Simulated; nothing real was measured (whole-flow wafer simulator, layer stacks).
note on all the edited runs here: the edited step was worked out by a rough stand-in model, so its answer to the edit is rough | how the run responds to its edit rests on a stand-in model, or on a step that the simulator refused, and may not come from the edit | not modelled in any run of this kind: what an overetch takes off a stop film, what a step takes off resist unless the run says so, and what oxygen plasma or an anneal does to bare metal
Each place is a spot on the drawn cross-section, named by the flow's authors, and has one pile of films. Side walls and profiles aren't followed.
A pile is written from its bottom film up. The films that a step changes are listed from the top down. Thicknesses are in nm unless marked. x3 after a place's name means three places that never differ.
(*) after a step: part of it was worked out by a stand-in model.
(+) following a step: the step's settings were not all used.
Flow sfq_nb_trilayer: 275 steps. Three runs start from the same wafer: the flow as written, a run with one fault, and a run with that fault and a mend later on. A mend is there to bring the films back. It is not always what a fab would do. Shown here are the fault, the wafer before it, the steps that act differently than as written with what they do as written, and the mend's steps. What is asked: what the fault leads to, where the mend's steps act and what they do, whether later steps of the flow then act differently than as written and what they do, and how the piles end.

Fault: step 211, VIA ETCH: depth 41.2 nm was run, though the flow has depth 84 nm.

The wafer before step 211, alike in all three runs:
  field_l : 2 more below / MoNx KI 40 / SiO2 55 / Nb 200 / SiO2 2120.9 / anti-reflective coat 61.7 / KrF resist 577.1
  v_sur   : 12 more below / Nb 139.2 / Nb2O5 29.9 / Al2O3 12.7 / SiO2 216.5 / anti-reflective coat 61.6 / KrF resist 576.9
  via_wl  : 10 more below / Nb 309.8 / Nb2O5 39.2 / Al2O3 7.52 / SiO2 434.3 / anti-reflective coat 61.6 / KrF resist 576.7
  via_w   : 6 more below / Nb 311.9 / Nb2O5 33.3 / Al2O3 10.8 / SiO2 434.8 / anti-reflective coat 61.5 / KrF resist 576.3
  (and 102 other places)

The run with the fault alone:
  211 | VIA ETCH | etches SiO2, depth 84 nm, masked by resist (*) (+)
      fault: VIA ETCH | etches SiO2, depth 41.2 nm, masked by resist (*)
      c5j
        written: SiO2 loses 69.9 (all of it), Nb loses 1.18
        fault: SiO2 loses 41.2
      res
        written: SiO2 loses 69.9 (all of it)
        fault: SiO2 loses 41.2
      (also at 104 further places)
  Later steps of the flow acting differently than as written (4 other steps are not shown; they differ only slightly, by no more than 2% or 0.5 nm, whichever is larger):
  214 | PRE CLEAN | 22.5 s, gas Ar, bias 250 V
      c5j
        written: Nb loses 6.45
        fault: SiO2 loses 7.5
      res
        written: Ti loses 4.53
        fault: SiO2 loses 7.5
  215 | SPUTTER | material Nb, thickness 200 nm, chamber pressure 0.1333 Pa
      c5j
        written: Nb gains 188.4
        fault: Nb gains 196.2 (new film)
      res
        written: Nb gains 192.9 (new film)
        fault: Nb gains 197.8 (new film)
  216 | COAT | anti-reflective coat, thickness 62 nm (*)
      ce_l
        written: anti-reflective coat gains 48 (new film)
        fault: anti-reflective coat gains 55.4 (new film)
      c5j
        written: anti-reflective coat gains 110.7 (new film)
        fault: anti-reflective coat gains 90.1 (new film)
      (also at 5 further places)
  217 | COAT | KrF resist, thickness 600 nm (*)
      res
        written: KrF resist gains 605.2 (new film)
        fault: KrF resist gains 592.2 (new film)
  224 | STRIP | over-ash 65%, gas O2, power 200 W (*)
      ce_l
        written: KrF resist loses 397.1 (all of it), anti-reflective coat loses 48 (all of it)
        fault: KrF resist loses 392.6 (all of it), anti-reflective coat loses 55.4 (all of it)
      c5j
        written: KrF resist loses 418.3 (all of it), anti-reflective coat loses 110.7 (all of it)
        fault: KrF resist loses 405.8 (all of it), anti-reflective coat loses 90.1 (all of it)
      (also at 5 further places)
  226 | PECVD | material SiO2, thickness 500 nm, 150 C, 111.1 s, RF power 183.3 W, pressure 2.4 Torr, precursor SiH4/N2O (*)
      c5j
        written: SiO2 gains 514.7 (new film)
        fault: SiO2 gains 500 (new film)
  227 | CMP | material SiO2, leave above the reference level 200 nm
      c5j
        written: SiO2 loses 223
        fault: SiO2 loses 244.8
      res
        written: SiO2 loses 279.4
        fault: SiO2 loses 310
  The piles end different from the flow's at c5j, res by more than 2% or 0.5 nm, whichever is larger.
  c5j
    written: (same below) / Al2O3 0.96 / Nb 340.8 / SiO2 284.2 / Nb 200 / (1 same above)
    fault: (same below) / Al2O3 0.96 / Nb 160 / SiO2 21.2 / Nb 196.2 / SiO2 247.7 / Nb 200 / (1 same above)
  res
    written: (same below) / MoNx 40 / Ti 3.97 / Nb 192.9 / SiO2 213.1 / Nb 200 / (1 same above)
    fault: (same below) / MoNx 40 / Ti 8.5 / SiO2 21.2 / Nb 197.8 / SiO2 182.5 / Nb 200 / (1 same above)

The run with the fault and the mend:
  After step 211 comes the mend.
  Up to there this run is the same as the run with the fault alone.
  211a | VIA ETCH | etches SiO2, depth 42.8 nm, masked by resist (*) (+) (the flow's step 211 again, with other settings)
      field_l, v_sur, via_wl and 101 more
        KrF resist loses 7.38
      c5j
        SiO2 loses 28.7 (all of it), Nb loses 1.18
      res
        SiO2 loses 28.7 (all of it)
  Later steps of the flow that are run all act as written at every place that is followed.
  At every place that both follow, the piles at the end match the flow's.
